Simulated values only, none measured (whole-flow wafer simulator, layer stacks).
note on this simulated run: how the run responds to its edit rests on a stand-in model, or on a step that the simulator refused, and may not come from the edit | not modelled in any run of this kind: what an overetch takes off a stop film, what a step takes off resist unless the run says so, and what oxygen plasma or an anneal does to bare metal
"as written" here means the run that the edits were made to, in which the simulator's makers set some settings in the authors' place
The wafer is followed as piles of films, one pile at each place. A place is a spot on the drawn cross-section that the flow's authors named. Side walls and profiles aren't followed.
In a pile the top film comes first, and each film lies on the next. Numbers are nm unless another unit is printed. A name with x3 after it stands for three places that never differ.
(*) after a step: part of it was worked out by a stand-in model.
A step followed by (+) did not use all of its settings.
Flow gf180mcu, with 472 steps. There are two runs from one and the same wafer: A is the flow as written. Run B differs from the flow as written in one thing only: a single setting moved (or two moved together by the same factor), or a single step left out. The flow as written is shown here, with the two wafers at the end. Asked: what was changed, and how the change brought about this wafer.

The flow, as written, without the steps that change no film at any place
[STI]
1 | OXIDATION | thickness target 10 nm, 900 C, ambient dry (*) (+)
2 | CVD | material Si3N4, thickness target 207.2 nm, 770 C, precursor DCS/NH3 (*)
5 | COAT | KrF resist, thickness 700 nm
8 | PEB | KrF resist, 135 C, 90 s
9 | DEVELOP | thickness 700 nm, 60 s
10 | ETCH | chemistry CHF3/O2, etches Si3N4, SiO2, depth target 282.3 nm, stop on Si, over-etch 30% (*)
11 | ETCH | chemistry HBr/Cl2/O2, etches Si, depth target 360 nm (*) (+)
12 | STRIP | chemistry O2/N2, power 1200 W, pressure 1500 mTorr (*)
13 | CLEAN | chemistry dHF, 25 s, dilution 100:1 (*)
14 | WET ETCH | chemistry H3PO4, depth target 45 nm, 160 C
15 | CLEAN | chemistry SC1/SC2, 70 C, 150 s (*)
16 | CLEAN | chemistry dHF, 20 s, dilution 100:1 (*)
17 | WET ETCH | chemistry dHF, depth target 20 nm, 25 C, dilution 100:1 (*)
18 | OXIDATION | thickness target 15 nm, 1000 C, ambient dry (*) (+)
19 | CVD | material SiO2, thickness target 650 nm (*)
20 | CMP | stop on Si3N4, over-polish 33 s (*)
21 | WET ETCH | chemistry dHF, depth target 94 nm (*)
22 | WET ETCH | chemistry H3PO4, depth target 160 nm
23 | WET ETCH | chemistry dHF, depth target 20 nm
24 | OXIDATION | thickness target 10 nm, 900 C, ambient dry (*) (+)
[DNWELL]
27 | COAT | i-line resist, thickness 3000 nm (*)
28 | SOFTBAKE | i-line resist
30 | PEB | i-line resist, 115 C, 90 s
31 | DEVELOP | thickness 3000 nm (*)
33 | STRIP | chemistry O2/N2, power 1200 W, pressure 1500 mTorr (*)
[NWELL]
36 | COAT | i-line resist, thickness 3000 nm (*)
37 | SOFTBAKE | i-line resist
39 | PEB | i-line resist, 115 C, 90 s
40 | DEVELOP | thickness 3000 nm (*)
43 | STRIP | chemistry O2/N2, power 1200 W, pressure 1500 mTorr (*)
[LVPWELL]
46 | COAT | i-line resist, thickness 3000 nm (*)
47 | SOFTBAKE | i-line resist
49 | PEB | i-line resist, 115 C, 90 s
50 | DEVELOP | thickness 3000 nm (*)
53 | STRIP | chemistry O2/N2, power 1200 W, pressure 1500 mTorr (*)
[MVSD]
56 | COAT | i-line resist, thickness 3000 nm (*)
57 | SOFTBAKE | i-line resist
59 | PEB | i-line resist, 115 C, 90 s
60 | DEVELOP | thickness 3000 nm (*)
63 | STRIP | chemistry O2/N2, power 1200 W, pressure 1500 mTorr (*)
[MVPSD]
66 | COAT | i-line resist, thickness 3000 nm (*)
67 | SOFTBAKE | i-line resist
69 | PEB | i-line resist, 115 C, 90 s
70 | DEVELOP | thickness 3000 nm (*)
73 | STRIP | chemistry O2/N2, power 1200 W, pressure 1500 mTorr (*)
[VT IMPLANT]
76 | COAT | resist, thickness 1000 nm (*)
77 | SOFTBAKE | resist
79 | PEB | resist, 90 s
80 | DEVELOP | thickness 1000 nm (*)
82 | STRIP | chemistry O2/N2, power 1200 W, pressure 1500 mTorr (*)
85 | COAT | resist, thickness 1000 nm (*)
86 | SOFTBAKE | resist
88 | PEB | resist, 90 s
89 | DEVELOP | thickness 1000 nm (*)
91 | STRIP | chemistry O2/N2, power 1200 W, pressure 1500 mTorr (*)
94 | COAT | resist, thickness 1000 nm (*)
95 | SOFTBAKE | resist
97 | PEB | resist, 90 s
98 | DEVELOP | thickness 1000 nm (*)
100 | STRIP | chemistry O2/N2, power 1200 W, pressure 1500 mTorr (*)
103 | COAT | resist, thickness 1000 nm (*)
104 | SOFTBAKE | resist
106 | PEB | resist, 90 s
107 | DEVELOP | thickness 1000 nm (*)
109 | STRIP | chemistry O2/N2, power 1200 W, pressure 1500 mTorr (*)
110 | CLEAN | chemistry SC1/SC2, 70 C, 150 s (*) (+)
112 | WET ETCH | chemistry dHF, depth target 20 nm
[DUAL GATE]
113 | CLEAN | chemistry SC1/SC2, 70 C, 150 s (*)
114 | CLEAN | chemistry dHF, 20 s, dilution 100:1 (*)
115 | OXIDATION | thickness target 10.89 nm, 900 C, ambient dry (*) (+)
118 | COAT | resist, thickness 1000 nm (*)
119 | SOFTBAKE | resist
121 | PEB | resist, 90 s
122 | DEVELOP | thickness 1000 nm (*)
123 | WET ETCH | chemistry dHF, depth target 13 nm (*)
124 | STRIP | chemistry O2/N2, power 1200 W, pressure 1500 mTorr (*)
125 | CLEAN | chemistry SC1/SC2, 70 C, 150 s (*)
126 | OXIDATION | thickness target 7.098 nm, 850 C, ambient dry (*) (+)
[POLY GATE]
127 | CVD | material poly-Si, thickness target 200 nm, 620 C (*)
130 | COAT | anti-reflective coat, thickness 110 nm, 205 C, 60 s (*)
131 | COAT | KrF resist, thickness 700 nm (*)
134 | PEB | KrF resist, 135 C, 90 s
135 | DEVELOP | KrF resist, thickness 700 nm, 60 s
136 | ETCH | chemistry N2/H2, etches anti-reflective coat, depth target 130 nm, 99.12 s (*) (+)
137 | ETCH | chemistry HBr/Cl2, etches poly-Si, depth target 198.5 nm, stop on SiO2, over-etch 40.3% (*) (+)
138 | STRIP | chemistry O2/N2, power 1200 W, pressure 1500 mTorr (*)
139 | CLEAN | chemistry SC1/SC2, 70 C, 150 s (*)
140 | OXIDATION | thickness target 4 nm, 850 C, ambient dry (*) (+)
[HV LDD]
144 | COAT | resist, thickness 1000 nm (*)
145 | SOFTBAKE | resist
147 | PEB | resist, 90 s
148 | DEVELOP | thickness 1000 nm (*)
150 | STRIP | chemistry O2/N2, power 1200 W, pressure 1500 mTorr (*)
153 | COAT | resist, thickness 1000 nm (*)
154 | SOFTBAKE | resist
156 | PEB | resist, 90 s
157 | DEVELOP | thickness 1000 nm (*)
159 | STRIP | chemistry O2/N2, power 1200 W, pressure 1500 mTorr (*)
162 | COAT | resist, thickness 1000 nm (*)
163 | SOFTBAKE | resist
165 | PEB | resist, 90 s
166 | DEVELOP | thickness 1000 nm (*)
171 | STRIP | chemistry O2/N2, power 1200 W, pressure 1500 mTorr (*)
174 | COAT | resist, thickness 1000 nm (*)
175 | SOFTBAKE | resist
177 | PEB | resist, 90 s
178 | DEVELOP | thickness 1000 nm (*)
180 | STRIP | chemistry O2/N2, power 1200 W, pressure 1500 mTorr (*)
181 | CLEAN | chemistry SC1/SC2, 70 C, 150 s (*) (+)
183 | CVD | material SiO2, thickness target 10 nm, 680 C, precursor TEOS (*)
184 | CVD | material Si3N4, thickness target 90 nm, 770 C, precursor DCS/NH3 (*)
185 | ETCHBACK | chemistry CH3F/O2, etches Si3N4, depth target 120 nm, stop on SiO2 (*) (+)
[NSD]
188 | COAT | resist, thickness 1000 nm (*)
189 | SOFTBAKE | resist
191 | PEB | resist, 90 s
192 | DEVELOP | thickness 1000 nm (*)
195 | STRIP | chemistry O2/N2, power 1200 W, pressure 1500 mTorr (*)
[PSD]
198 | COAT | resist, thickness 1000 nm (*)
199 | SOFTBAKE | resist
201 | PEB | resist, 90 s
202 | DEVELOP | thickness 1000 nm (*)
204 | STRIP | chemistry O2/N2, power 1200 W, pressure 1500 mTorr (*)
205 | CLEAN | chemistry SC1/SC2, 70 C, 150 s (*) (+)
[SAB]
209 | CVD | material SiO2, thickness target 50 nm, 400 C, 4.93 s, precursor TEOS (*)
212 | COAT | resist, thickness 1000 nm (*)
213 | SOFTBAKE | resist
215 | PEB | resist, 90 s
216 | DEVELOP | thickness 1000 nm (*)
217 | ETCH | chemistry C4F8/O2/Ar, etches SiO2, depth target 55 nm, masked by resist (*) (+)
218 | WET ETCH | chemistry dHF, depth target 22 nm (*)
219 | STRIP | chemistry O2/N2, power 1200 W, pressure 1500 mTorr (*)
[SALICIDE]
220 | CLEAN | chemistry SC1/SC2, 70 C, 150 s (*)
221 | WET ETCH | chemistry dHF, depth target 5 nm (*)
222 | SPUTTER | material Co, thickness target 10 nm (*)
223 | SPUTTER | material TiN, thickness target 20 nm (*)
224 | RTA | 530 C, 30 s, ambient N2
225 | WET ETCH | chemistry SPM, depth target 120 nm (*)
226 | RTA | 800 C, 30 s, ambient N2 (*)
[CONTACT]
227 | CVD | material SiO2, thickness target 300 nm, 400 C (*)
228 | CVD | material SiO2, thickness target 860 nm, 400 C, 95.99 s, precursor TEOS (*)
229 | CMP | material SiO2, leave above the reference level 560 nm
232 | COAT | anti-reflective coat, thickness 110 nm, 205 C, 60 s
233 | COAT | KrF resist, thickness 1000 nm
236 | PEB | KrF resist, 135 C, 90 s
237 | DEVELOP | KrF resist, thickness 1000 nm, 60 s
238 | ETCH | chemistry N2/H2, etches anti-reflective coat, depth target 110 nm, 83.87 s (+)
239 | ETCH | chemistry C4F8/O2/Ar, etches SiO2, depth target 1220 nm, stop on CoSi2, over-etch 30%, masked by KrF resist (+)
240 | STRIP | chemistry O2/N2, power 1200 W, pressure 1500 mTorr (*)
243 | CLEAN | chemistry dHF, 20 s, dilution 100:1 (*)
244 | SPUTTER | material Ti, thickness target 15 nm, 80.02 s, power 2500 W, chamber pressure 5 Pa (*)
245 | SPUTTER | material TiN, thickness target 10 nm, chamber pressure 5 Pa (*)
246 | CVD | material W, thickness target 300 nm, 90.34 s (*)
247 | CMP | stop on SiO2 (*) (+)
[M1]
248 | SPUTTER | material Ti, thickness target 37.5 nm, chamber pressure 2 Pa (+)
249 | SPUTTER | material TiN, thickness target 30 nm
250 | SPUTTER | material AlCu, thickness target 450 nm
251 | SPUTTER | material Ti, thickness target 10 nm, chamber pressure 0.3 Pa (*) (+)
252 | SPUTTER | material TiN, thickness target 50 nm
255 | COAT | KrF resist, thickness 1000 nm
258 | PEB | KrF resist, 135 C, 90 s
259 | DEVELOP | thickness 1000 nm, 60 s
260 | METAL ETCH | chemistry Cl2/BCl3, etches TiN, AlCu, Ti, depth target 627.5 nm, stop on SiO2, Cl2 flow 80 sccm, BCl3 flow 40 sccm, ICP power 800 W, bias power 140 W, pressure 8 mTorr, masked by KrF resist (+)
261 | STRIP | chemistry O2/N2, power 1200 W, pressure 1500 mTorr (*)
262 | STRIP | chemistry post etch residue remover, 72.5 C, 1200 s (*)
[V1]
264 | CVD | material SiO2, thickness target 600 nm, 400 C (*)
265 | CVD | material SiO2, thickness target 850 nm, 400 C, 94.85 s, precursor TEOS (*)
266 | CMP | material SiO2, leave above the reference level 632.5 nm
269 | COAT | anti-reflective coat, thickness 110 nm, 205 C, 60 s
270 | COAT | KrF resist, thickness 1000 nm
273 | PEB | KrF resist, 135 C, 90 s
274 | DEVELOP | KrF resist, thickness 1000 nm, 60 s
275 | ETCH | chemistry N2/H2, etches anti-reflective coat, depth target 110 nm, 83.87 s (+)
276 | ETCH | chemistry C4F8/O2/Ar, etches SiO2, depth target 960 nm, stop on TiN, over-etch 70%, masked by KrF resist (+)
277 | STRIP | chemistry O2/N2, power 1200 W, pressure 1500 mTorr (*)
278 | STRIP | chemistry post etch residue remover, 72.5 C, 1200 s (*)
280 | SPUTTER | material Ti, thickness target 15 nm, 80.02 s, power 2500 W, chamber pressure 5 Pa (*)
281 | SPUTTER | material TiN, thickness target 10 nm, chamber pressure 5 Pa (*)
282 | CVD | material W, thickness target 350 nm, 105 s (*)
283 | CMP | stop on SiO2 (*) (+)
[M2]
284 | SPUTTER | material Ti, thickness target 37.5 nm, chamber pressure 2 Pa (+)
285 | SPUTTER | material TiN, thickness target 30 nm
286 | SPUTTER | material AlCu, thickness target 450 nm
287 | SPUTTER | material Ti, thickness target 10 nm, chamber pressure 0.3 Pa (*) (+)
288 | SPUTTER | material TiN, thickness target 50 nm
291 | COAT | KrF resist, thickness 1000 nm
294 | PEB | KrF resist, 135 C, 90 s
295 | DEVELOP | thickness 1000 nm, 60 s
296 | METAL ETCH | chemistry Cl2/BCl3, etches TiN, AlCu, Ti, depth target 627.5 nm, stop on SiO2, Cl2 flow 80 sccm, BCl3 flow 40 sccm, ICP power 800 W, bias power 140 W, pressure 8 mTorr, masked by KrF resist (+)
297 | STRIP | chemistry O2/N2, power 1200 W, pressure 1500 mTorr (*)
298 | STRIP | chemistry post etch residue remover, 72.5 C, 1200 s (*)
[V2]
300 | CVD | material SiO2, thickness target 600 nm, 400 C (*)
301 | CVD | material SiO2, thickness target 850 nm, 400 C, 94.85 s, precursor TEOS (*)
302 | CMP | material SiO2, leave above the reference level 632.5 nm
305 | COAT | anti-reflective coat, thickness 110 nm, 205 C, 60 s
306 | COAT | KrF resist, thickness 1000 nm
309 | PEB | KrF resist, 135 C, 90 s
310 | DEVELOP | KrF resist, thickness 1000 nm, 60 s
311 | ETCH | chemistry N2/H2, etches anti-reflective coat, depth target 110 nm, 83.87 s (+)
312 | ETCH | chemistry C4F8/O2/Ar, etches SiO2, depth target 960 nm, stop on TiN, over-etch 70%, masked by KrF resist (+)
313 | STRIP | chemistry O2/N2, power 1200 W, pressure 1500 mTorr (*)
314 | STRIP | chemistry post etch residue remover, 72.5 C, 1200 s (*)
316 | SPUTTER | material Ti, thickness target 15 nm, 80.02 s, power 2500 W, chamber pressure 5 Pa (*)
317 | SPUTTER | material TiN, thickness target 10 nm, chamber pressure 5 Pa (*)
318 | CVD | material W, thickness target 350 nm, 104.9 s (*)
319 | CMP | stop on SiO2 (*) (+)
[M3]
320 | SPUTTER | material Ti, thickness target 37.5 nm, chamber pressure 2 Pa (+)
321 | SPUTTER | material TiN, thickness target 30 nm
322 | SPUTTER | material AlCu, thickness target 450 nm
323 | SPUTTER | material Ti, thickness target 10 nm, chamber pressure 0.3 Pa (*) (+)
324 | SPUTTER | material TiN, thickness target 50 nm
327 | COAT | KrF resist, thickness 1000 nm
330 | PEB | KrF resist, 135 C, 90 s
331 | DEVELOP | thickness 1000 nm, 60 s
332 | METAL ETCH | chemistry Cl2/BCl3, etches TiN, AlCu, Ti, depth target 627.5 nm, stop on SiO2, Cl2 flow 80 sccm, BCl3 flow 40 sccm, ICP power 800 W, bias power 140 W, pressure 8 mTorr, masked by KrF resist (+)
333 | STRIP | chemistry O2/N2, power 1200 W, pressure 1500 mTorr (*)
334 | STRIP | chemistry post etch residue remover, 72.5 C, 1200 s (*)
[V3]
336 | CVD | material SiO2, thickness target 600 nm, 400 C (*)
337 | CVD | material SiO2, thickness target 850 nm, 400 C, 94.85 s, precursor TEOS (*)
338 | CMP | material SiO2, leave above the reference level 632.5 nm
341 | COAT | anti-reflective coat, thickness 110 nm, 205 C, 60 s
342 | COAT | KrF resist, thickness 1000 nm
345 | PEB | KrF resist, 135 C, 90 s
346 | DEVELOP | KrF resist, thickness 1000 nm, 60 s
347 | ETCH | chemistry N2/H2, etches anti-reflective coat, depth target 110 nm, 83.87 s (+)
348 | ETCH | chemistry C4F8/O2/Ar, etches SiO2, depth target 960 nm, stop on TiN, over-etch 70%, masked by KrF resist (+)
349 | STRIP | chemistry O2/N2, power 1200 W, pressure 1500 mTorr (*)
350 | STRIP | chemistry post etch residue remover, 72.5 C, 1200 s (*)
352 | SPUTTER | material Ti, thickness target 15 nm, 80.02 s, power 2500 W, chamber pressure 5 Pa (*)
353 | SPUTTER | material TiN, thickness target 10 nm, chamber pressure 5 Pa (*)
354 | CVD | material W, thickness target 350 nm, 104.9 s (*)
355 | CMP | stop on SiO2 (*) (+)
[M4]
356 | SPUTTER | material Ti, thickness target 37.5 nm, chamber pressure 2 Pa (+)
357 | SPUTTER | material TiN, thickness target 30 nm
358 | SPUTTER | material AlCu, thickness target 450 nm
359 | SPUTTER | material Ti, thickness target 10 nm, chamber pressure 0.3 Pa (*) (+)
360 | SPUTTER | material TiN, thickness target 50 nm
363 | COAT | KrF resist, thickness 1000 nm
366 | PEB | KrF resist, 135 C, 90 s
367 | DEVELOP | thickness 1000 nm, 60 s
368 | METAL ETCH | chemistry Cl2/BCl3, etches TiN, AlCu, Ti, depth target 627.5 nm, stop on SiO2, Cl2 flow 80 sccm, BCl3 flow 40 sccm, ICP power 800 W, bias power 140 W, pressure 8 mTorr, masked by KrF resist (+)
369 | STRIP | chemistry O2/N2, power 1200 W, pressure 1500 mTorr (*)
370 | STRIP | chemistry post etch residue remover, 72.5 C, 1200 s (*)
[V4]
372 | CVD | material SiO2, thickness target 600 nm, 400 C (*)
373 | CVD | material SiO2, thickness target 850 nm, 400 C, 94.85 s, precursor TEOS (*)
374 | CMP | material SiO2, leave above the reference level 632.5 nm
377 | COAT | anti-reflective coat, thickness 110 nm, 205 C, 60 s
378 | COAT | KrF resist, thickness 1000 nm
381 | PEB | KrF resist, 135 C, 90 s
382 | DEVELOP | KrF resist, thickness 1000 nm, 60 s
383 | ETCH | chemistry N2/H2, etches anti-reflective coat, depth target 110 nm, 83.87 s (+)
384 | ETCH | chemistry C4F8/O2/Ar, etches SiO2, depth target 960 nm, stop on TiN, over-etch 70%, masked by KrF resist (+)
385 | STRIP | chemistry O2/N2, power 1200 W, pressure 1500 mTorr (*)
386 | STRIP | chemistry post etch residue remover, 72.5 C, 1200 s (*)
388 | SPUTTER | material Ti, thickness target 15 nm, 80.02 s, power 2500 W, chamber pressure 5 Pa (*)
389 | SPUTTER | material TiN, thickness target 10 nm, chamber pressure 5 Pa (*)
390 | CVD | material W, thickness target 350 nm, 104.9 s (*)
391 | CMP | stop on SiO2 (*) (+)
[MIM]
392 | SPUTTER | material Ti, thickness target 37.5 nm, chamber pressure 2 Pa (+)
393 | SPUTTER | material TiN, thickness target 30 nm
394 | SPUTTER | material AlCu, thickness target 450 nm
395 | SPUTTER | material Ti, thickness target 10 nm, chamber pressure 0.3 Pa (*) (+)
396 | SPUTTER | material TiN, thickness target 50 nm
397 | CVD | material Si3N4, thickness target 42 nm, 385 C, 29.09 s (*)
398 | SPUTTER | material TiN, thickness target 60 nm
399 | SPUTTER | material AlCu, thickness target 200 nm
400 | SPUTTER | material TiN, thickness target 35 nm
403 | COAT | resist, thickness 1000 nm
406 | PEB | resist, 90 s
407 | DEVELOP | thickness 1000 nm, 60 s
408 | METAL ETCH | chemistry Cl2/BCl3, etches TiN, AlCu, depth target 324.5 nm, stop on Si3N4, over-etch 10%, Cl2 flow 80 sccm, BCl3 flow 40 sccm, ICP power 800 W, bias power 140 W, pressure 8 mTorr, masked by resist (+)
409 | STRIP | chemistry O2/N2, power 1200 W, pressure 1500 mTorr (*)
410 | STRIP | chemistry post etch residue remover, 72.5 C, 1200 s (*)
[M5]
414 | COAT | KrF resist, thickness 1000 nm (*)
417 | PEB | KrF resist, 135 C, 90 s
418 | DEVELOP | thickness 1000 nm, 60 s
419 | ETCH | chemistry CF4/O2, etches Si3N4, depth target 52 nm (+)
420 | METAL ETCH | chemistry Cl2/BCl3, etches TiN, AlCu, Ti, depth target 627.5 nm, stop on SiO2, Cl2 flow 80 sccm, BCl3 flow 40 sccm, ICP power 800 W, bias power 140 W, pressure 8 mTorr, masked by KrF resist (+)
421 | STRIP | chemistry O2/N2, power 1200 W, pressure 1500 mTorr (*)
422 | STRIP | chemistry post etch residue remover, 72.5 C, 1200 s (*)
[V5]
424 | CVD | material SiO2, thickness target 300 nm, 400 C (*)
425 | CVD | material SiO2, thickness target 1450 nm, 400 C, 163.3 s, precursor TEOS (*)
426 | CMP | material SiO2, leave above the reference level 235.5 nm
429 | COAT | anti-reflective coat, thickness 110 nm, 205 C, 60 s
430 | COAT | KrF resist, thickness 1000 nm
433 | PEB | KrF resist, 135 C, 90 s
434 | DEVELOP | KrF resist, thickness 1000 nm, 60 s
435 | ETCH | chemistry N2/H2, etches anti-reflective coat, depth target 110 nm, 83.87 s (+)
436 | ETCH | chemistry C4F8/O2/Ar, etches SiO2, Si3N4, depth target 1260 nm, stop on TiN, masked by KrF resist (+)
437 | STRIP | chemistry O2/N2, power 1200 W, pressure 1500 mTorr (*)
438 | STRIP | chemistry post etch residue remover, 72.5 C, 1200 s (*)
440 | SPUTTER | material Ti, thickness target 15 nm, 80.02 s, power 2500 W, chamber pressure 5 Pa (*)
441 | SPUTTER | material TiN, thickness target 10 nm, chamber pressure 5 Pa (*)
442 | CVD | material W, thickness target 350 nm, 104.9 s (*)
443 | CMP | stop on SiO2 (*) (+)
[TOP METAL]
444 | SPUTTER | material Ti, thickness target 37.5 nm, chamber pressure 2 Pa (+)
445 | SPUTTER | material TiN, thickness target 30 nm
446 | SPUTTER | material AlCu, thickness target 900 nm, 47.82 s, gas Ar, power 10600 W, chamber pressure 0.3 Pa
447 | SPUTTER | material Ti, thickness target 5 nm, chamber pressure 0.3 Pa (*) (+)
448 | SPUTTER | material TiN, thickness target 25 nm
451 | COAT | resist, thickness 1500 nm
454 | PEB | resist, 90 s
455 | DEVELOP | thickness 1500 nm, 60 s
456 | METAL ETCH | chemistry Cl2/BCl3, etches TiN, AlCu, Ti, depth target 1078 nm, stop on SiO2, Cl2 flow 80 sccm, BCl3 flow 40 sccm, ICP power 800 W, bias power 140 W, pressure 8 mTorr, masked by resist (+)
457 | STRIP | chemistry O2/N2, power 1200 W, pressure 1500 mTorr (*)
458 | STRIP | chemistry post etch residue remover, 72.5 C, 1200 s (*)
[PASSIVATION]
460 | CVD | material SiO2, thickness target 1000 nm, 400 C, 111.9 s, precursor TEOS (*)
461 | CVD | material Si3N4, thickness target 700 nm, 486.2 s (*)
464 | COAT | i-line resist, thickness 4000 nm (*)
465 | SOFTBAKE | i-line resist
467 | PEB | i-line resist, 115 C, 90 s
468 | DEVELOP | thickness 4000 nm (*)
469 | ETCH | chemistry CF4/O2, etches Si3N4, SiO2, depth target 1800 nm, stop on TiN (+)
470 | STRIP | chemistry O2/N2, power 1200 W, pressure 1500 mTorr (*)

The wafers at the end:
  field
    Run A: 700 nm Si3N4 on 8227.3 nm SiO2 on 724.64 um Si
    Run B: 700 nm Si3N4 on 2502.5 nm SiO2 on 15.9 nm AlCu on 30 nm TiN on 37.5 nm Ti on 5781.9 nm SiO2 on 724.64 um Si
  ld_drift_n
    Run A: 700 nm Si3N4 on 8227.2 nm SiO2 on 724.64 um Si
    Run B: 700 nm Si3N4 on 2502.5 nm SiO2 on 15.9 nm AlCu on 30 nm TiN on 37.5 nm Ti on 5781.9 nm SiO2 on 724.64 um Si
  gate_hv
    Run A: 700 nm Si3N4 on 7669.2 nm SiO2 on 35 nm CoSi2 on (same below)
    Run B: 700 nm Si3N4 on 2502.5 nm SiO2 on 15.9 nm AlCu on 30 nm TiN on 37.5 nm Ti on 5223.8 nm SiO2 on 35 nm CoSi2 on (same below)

Cause: step 394, SPUTTER: thickness target 590.6 nm was run, whereas the flow has thickness target 450 nm.

How this came from the change, step by step:
  394 | SPUTTER | material AlCu, thickness target 450 nm
      field, field__w1, field__w2 and 108 more: A +450 AlCu (new film) | B +590.6 AlCu (new film)
  420 | METAL ETCH | chemistry Cl2/BCl3, etches TiN, AlCu, Ti, depth target 627.5 nm, stop on SiO2, Cl2 flow 80 sccm, BCl3 flow 40 sccm, ICP power 800 W, bias power 140 W, pressure 8 mTorr, masked by KrF resist (+)
      field, field__w1, field__w2 and 101 more: A -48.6 TiN (all of it), -10 Ti (all of it), -450 AlCu (all of it), -30 TiN (all of it), -37.5 Ti (all of it) | B -48.6 TiN (all of it), -10 Ti (all of it), -568.9 AlCu
  422 | STRIP | chemistry post etch residue remover, 72.5 C, 1200 s (*)
      field, field__w1, field__w2 and 101 more: A nothing | B -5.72 AlCu
  424 | CVD | material SiO2, thickness target 300 nm, 400 C (*)
      field, field__w1, field__w2 and 101 more: A +300 SiO2 | B +300 SiO2 (new film)
  426 | CMP | material SiO2, leave above the reference level 235.5 nm
      field, field__w1, field__w5 and 92 more: A -300.8 SiO2 | B -243.7 SiO2
      field__w2, field__w3, field__w12 and 6 more: A -272.7 SiO2 | B -212.9 SiO2
If metal films that touch count as one body, field has 1 body; the flow as written gives 0 bodies.
If metal films that touch count as one body, ld_drift_n has 1 body; the flow as written gives 0 bodies.
If metal films that touch count as one body, gate_hv has 2 bodies (between them, from the top down: SiO2 5223.8); the flow as written gives 1 body.
